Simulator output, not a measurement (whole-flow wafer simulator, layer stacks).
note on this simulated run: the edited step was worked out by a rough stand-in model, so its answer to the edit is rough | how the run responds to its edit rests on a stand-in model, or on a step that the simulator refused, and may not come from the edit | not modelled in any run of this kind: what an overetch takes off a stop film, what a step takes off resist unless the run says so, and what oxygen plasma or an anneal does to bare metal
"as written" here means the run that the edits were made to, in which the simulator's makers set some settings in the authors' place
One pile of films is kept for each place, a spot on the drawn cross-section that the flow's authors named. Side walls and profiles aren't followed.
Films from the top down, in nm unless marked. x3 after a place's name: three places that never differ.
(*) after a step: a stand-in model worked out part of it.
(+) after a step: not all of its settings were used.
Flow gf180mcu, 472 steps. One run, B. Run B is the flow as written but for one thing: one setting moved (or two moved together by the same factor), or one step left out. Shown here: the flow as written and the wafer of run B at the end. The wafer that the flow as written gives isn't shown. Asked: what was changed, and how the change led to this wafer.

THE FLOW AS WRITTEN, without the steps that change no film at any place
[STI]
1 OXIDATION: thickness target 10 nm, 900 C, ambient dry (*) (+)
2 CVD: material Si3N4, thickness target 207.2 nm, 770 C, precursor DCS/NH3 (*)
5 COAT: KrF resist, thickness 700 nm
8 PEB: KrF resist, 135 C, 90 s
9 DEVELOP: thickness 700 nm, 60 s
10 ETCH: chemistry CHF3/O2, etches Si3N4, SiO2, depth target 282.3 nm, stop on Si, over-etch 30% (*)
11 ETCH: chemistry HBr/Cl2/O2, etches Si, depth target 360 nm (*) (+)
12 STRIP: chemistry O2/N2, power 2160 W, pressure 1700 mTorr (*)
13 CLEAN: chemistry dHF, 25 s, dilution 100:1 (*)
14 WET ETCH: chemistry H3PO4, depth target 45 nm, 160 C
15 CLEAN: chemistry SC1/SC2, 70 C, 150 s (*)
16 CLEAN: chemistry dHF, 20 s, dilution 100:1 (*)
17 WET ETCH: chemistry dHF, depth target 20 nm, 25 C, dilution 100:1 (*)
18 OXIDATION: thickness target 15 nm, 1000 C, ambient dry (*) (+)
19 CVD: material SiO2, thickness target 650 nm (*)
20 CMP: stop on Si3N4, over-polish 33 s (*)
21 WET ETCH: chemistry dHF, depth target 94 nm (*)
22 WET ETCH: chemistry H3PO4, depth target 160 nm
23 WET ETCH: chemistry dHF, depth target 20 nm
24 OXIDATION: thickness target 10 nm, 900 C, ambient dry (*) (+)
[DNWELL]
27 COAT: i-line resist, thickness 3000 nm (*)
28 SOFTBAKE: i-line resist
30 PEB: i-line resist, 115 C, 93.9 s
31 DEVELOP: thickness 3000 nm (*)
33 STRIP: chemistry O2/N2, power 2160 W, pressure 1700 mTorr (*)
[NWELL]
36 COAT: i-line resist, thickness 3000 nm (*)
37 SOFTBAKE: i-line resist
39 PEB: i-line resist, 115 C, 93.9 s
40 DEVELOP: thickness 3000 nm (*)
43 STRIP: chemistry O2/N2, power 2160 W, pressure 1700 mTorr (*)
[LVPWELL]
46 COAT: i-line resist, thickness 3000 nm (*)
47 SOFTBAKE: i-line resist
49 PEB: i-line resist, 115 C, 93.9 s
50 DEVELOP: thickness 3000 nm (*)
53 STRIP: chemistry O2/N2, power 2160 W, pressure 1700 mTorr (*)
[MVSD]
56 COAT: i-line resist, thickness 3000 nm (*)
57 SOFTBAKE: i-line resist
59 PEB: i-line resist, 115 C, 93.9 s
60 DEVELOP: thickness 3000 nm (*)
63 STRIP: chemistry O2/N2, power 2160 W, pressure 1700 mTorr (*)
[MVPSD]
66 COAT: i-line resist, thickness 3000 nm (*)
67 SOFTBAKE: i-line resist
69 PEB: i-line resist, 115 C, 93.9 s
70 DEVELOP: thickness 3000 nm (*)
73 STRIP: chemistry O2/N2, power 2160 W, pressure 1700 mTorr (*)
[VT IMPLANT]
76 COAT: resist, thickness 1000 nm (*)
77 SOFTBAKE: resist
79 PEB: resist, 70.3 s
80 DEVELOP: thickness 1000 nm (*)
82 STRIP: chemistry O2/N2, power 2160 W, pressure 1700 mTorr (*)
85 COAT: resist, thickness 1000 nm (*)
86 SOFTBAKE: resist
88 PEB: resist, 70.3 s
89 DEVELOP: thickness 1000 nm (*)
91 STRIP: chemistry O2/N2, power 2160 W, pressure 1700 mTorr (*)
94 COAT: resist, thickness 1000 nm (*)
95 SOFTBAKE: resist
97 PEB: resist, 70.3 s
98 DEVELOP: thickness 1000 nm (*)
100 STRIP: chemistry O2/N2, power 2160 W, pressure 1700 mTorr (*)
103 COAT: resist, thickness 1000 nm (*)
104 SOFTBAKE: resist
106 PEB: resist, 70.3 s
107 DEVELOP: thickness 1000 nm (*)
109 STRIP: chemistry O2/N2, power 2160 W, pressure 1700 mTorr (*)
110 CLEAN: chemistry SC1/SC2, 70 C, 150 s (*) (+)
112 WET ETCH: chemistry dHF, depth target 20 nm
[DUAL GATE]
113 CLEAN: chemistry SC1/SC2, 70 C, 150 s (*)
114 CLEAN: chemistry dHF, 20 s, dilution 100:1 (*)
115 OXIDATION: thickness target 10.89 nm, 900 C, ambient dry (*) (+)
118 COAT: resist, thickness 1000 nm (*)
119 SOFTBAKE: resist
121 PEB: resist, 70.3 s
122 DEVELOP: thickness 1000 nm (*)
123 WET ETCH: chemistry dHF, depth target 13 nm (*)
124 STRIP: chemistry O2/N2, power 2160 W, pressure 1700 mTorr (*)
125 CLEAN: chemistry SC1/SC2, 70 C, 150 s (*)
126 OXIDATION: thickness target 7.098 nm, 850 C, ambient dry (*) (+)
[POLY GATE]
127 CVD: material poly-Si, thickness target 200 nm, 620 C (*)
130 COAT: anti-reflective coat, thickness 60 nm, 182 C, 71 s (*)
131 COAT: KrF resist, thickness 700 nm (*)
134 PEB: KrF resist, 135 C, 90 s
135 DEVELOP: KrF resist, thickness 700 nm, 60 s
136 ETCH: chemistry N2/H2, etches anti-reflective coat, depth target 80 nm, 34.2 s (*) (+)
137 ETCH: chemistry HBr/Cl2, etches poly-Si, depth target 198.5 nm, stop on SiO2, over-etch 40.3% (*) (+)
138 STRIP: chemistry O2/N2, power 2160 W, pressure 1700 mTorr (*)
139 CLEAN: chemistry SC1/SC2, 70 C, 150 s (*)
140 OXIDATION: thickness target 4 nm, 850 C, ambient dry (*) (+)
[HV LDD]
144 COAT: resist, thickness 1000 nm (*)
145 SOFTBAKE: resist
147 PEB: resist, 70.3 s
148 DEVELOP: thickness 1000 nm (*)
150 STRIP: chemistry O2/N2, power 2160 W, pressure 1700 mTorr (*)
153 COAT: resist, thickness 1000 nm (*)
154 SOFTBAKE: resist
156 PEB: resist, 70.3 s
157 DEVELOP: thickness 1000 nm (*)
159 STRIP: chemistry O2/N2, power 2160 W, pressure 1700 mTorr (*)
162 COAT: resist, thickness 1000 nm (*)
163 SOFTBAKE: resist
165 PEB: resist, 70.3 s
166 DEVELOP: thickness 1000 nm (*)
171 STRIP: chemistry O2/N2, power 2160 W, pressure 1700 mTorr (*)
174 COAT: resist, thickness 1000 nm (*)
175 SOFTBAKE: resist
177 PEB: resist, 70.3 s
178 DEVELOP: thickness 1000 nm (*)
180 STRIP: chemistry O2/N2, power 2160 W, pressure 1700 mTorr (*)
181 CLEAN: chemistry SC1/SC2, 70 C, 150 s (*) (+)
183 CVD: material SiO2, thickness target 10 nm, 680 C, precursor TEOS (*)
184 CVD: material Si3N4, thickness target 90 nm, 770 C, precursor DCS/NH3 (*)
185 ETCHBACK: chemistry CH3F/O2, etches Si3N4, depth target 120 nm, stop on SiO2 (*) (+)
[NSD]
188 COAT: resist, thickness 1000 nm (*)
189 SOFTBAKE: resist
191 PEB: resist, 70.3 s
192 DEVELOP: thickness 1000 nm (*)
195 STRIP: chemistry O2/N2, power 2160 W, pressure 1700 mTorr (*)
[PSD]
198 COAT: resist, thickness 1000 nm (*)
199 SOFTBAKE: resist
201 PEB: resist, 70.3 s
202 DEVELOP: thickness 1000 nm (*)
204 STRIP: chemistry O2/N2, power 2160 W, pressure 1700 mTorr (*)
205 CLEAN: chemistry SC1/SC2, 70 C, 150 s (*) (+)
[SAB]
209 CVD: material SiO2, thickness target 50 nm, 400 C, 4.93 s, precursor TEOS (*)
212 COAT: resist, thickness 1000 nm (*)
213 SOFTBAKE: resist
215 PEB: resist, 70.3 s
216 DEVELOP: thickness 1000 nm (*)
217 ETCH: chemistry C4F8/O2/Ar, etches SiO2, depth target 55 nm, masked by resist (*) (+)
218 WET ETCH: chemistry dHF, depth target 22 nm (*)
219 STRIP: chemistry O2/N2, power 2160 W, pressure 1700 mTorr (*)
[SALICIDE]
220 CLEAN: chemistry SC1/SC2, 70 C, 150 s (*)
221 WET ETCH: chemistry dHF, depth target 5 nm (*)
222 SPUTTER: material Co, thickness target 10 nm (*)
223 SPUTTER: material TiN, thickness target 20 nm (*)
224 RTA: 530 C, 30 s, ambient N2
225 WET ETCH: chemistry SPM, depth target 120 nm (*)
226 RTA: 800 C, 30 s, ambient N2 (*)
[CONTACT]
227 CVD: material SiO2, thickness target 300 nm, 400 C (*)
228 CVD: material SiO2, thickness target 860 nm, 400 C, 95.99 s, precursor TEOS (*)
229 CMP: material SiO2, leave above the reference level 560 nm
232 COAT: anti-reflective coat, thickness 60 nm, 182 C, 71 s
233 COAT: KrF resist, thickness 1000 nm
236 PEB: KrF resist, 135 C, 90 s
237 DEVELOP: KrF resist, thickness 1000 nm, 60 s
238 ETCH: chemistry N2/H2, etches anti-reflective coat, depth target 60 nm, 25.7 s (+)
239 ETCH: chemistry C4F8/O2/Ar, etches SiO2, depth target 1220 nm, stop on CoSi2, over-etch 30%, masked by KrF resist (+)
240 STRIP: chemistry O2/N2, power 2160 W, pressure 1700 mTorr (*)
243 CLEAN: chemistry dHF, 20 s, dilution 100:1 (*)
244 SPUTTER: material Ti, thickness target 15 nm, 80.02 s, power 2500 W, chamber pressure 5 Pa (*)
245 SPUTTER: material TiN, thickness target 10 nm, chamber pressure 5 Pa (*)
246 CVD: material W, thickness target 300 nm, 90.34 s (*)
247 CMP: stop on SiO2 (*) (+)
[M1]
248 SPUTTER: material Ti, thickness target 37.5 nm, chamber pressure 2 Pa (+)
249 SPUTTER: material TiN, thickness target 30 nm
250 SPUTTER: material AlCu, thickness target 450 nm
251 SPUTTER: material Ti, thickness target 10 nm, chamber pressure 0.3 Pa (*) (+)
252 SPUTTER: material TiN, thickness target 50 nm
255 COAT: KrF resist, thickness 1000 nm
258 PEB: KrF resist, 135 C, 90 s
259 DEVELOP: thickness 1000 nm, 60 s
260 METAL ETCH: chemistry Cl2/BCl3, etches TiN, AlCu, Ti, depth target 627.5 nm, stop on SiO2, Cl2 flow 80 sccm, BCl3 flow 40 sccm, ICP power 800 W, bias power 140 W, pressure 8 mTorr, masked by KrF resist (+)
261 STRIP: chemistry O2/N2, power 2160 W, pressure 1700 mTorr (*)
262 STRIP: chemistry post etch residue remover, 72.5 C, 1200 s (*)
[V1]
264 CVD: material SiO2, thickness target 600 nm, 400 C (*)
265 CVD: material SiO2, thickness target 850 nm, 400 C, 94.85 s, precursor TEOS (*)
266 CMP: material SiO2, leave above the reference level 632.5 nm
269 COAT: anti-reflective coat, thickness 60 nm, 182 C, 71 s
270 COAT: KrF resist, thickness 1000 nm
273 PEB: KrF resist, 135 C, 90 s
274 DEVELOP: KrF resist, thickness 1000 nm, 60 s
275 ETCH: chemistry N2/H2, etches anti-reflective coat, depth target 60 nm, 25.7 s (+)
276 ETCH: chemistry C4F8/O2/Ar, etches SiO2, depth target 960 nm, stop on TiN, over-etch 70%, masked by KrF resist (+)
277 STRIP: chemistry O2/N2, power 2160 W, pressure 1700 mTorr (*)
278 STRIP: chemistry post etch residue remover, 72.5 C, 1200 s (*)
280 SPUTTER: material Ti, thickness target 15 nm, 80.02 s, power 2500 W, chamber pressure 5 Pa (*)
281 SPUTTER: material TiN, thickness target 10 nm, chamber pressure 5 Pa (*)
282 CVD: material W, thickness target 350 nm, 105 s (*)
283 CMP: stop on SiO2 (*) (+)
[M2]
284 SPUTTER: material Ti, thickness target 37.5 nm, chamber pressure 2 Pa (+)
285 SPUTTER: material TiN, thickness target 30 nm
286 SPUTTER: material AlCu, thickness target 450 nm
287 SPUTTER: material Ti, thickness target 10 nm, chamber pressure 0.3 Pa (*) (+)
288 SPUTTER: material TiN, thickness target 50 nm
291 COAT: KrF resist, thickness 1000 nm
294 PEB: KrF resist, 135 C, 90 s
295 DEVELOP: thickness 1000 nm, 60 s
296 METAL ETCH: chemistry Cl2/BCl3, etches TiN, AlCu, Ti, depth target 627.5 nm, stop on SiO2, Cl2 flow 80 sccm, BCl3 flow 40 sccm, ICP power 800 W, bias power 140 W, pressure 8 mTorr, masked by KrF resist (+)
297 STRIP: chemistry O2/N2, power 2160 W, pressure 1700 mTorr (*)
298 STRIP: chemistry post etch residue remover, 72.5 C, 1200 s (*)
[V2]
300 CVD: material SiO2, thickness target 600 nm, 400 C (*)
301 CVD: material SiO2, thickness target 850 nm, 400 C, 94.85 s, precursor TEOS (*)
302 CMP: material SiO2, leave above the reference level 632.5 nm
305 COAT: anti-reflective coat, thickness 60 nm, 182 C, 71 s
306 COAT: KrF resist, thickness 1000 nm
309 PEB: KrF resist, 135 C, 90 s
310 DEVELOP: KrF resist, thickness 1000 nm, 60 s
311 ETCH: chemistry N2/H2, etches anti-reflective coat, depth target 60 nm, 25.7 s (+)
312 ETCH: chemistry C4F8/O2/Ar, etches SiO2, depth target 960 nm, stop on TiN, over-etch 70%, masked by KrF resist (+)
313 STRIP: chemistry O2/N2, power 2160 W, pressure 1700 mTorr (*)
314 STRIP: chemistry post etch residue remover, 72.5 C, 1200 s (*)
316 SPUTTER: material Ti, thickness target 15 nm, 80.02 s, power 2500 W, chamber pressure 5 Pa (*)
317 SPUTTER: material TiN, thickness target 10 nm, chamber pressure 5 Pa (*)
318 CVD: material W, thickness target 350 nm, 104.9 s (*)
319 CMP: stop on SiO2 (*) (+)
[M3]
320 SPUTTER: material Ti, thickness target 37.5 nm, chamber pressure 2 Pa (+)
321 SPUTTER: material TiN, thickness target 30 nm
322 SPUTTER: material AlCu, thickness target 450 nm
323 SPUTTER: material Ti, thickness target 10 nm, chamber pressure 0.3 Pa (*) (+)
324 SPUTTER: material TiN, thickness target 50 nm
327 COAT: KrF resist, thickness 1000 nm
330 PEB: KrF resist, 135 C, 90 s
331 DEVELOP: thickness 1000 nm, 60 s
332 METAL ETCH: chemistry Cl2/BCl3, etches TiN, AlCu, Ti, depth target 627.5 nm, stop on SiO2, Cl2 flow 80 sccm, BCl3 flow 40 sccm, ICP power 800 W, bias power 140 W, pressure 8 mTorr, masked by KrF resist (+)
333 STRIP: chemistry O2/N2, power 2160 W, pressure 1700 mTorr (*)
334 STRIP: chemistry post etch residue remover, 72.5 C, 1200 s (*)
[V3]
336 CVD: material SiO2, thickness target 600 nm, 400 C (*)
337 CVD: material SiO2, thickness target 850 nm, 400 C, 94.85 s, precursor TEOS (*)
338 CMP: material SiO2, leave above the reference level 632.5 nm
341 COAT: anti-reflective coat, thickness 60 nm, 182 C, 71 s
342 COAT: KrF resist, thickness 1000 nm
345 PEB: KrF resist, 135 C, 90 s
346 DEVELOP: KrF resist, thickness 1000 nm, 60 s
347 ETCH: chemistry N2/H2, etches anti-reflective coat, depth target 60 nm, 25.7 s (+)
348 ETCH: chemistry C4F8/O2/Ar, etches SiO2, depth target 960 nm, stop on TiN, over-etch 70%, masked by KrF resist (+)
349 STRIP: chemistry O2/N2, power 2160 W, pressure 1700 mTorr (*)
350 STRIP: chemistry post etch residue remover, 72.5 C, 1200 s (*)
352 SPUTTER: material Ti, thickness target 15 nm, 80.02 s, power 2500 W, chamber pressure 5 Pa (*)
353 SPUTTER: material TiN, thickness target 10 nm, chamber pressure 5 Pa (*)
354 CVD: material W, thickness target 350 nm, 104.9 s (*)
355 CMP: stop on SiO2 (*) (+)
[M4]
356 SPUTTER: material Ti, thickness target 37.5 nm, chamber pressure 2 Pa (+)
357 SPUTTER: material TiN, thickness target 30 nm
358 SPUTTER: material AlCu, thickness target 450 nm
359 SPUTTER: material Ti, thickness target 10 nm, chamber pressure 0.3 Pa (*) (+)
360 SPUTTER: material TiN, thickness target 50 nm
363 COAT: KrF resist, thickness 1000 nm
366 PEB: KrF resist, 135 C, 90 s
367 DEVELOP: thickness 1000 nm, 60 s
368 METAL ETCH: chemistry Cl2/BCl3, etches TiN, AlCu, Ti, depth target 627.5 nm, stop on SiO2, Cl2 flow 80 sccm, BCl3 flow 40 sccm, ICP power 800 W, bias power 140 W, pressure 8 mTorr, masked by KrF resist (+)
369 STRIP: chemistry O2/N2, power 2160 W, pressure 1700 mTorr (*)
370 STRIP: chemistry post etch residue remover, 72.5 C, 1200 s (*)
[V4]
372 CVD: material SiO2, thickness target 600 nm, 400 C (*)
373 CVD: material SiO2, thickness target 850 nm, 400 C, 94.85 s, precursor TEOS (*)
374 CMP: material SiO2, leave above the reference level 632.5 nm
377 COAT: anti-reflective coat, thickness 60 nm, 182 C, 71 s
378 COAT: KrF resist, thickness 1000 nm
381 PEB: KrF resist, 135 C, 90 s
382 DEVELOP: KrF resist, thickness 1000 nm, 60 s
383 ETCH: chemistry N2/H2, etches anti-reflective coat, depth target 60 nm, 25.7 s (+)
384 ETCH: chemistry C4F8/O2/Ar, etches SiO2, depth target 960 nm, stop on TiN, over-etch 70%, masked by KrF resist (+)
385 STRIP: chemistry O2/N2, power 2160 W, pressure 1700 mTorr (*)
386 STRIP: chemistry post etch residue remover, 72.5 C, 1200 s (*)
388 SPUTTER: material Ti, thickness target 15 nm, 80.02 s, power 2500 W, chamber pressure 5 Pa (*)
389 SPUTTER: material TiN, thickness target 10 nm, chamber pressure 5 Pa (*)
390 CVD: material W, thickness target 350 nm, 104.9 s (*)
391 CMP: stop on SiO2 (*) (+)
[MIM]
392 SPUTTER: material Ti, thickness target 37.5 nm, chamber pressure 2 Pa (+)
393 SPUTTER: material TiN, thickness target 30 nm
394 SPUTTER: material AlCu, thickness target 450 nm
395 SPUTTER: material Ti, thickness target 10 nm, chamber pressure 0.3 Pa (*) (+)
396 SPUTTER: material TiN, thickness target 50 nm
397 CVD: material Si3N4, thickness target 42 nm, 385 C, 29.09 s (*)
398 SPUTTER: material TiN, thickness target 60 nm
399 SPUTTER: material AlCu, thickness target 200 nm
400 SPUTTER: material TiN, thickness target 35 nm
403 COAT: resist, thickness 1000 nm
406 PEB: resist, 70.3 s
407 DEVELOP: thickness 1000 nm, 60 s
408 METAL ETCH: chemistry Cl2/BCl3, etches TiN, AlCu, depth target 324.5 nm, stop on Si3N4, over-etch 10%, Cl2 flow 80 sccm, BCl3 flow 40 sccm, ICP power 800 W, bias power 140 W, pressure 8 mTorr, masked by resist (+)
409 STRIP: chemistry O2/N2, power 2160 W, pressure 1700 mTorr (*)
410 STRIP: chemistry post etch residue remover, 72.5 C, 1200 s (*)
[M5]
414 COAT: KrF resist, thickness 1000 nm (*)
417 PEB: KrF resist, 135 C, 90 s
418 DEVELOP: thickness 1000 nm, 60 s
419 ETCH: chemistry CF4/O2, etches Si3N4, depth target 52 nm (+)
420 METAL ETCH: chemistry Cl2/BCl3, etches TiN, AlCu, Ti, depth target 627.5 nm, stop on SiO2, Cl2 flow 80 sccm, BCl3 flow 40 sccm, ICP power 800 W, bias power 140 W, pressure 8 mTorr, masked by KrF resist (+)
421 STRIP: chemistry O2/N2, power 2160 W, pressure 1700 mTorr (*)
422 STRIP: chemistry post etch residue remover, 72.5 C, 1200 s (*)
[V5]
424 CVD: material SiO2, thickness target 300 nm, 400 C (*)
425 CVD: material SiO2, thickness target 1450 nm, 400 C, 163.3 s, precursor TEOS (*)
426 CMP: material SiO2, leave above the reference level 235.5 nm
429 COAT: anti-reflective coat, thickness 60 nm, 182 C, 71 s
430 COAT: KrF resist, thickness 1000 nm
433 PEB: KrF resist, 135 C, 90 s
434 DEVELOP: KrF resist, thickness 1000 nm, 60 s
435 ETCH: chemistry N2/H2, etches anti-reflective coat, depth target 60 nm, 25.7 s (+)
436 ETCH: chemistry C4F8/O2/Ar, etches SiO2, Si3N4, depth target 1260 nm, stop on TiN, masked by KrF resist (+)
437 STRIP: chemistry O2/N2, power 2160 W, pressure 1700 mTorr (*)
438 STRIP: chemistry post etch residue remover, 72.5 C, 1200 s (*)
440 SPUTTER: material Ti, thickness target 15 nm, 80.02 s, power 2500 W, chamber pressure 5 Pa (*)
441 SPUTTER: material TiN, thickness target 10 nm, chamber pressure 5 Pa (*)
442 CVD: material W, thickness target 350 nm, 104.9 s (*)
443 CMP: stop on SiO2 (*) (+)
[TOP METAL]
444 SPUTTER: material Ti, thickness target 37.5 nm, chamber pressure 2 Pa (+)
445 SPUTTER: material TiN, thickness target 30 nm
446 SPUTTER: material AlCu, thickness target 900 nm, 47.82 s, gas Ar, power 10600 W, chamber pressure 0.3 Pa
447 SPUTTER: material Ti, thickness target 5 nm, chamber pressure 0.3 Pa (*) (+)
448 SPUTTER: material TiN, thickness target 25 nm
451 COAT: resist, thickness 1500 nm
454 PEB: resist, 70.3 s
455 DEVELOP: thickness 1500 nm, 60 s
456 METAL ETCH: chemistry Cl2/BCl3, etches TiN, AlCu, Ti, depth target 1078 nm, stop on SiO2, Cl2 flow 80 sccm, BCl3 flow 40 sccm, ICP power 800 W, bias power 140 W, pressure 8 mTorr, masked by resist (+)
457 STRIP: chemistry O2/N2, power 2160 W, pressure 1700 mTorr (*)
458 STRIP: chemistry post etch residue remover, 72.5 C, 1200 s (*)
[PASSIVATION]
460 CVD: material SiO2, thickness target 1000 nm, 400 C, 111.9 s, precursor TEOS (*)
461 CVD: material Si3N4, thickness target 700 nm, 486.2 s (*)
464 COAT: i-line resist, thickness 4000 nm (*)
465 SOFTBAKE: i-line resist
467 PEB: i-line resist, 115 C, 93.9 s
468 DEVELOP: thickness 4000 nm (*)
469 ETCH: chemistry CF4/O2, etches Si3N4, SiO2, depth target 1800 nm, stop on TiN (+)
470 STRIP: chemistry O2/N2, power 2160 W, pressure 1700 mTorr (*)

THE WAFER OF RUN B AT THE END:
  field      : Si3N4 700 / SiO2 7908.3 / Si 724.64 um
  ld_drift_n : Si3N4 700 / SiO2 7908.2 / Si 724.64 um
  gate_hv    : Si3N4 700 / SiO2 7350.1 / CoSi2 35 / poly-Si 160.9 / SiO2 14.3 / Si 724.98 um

The cause: step 460, CVD: thickness target 675 nm was run, where the flow has thickness target 1000 nm; step 460, CVD: 75.56 s was run, where the flow has 111.9 s.

How the change led to this, step by step:
  460 CVD: material SiO2, thickness target 1000 nm, 400 C, 111.9 s, precursor TEOS (*)
      field, field__w1, field__w2 and 103 more: SiO2 +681 (as written it would be: SiO2 +1000)
      field__w8, contact, m1, m1__w1, pad, m1_nw: SiO2 +681 (new film) (as written it would be: SiO2 +1000 (new film))
  465 SOFTBAKE: i-line resist
      gate: i-line resist -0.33 (as written it would be: i-line resist +1.79)
      ld_acc_p, ld_fp_p, ld_drift_p: i-line resist +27 (as written it would be: i-line resist +33.8)
      (and at 57 more places)
  469 ETCH: chemistry CF4/O2, etches Si3N4, SiO2, depth target 1800 nm, stop on TiN (+)
      pad: Si3N4 -700 (all of it), SiO2 -681 (all of it) (as written it would be: Si3N4 -700 (all of it), SiO2 -1000 (all of it))
